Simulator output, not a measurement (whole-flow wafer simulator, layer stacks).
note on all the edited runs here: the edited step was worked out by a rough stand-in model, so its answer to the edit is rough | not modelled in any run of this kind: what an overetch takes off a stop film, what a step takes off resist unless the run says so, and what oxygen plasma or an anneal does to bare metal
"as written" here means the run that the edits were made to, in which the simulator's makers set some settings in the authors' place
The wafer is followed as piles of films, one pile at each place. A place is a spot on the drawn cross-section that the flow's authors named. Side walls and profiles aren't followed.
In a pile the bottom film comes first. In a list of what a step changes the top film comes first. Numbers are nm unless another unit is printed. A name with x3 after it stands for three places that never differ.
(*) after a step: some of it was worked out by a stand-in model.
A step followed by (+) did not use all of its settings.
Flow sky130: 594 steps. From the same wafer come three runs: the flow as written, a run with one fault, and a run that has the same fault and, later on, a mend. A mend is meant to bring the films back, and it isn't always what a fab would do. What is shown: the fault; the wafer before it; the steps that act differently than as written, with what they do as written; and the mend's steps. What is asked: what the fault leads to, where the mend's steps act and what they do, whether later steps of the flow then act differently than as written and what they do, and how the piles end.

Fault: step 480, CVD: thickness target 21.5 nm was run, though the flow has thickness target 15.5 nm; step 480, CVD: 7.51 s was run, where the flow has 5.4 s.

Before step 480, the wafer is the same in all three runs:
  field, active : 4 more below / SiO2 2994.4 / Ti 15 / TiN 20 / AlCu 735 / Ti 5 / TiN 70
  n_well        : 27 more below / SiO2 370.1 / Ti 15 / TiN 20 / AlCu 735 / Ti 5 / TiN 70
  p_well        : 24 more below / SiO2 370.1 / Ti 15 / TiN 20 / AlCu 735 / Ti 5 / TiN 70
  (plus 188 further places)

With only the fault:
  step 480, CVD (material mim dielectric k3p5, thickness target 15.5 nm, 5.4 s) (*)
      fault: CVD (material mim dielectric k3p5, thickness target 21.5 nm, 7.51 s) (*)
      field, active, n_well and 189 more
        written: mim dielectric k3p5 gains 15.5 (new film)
        fault: mim dielectric k3p5 gains 21.5 (new film)
  Later steps of the flow acting differently than as written (2 more steps, not shown, differ only slightly: by at most 2% or 0.5 nm, whichever is larger):
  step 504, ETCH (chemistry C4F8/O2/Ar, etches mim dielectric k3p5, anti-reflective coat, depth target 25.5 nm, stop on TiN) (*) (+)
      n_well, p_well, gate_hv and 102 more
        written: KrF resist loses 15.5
        fault: KrF resist loses 17
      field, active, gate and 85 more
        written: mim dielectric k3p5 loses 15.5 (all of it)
        fault: mim dielectric k3p5 loses 21.5 (all of it)
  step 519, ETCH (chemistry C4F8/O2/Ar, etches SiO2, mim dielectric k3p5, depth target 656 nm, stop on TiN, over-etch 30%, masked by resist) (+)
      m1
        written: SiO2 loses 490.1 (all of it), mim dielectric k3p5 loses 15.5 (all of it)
        fault: SiO2 loses 484.1 (all of it), mim dielectric k3p5 loses 21.5 (all of it)
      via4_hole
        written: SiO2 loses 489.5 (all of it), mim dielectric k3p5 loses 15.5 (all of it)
        fault: SiO2 loses 483.5 (all of it), mim dielectric k3p5 loses 21.5 (all of it)
  By the end, the piles at n_well, p_well, gate_hv and 100 more depart from the flow's by more than 2% or 0.5 nm, whichever is larger.
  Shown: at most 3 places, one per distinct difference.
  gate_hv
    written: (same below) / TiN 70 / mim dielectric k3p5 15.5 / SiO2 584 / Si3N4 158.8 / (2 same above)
    fault: (same below) / TiN 70 / mim dielectric k3p5 21.5 / SiO2 578 / Si3N4 158.8 / (2 same above)
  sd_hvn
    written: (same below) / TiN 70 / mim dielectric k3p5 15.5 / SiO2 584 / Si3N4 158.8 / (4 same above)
    fault: (same below) / TiN 70 / mim dielectric k3p5 21.5 / SiO2 578 / Si3N4 158.8 / (4 same above)
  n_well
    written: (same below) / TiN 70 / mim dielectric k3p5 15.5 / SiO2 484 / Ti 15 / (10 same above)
    fault: (same below) / TiN 70 / mim dielectric k3p5 21.5 / SiO2 478 / Ti 15 / (10 same above)

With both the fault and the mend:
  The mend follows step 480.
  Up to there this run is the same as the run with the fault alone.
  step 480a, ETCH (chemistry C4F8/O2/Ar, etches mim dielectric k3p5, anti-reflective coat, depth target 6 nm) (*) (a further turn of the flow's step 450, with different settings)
      field, active, n_well and 189 more
        mim dielectric k3p5 loses 6
  Every later step of the flow that is run acts as written at every place that is followed.
  The piles end the same as the flow's at every place that both follow.
